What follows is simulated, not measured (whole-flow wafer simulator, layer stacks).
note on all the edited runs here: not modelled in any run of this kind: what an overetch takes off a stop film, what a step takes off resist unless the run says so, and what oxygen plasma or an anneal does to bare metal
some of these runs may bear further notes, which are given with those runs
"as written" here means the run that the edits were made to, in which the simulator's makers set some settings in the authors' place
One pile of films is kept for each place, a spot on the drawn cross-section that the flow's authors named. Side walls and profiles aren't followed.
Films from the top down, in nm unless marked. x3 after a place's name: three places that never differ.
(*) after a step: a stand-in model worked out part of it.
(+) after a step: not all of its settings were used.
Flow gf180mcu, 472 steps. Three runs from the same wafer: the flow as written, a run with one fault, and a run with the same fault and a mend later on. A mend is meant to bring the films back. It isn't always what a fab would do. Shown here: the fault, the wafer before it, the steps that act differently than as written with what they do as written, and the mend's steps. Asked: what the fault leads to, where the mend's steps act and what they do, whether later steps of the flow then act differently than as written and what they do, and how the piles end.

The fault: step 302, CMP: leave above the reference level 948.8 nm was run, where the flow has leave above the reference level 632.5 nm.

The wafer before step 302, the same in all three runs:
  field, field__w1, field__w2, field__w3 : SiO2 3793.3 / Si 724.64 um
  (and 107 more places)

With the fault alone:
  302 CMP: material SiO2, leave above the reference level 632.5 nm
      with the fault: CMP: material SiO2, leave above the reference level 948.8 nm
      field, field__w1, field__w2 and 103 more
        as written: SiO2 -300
        with the fault: nothing
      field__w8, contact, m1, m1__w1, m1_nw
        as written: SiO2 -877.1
        with the fault: SiO2 -560.8
  Later steps of the flow that act differently than as written (10 more steps differ only slightly, by at most 2% or 0.5 nm, whichever is larger, and aren't shown):
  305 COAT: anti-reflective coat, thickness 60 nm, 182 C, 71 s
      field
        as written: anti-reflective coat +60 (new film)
        with the fault: anti-reflective coat +66.4 (new film)
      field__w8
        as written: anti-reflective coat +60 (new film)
        with the fault: anti-reflective coat +50.6 (new film)
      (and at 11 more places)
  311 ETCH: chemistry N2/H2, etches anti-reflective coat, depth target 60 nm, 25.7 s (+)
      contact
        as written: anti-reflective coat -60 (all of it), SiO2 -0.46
        with the fault: anti-reflective coat -50.5 (all of it), SiO2 -0.7
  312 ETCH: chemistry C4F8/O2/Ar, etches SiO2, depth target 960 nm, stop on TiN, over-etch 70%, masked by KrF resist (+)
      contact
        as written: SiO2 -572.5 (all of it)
        with the fault: SiO2 -888.5 (all of it)
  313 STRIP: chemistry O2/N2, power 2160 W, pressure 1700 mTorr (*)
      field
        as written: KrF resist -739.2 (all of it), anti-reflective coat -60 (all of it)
        with the fault: KrF resist -735.8 (all of it), anti-reflective coat -66.4 (all of it)
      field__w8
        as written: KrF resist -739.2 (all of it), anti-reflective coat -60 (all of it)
        with the fault: KrF resist -737.7 (all of it), anti-reflective coat -50.6 (all of it)
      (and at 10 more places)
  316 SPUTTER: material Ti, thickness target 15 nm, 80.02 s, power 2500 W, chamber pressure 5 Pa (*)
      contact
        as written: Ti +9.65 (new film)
        with the fault: Ti +8.11 (new film)
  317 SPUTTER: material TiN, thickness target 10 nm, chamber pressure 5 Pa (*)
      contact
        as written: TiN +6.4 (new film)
        with the fault: TiN +5.38 (new film)
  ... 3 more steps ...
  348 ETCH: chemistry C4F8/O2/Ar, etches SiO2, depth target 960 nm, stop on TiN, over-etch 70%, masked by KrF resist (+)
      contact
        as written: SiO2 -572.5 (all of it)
        with the fault: SiO2 -588 (all of it)
  At the end the piles differ from the flow's by more than 2% or 0.5 nm, whichever is larger, at field, field__w1, field__w2 and 109 more.
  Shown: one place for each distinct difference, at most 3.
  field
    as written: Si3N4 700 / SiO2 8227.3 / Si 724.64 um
    with the fault: Si3N4 700 / SiO2 8542.8 / Si 724.64 um
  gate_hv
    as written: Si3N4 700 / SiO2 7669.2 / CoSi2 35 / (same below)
    with the fault: Si3N4 700 / SiO2 7984.7 / CoSi2 35 / (same below)
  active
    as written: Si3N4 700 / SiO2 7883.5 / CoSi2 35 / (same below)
    with the fault: Si3N4 700 / SiO2 8199 / CoSi2 35 / (same below)

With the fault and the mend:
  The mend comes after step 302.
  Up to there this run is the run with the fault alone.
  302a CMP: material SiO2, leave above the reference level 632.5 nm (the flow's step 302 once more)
      field, field__w1, field__w2 and 103 more
        SiO2 -300
      field__w8, contact, m1, m1__w1, m1_nw
        SiO2 -316.3
  No later step of the flow acts differently than as written at any place that is followed.
  At the end the piles are the same as the flow's at every place that both follow.
